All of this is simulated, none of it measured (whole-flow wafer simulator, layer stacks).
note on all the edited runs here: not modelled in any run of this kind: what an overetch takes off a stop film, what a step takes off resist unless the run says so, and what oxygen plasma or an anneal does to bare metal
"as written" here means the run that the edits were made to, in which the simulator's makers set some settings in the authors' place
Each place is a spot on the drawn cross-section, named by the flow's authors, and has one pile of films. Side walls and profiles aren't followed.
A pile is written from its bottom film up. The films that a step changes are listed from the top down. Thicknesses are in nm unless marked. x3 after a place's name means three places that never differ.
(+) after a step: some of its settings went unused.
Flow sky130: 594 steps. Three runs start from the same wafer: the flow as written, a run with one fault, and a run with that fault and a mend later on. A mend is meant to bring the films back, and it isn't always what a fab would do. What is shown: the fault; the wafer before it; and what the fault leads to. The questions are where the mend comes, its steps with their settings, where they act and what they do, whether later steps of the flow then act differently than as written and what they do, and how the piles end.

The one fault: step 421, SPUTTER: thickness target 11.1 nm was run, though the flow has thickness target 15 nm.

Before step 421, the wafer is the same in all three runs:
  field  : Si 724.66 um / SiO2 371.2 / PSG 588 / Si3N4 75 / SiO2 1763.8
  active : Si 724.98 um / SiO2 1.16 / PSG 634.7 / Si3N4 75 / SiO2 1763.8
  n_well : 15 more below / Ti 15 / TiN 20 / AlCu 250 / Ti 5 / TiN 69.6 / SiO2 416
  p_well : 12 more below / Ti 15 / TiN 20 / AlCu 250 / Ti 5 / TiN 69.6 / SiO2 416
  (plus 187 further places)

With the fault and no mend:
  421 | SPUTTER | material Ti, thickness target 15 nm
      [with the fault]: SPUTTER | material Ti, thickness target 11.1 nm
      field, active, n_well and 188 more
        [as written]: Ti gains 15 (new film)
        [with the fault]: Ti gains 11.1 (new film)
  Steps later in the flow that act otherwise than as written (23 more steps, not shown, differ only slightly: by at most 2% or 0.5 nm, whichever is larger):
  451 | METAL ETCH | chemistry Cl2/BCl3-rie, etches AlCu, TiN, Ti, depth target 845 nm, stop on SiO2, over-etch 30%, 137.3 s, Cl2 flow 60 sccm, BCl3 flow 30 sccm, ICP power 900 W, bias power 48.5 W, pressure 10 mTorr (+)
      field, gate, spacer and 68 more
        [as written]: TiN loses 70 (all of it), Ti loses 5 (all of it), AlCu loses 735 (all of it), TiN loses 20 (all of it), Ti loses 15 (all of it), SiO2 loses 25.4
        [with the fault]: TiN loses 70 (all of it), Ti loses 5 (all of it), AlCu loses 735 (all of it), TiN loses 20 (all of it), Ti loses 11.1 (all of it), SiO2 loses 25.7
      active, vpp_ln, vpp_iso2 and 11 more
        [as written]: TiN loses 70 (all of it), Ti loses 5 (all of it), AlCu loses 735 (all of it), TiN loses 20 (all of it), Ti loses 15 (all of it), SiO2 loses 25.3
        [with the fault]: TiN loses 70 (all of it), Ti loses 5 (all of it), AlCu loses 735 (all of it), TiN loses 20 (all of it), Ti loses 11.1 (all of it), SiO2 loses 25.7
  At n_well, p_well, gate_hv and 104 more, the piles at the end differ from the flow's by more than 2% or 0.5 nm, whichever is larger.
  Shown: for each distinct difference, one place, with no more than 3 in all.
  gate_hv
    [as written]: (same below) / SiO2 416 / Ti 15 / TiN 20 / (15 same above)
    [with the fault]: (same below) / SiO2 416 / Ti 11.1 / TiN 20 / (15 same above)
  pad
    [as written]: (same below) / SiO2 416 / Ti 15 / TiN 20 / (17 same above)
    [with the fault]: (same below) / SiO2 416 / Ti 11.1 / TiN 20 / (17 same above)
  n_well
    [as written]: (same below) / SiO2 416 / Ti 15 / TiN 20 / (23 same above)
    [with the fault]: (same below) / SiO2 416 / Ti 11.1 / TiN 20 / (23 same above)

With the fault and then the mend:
  After step 421 comes the mend.
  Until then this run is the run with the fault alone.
  421a | SPUTTER | material Ti, thickness target 3.9 nm (a further turn of the flow's step 421, with different settings)
      field, active, n_well and 188 more
        Ti gains 3.9
  None of the later steps of the flow acts differently than as written at any place that is followed.
  At every place that both follow, the piles at the end match the flow's.
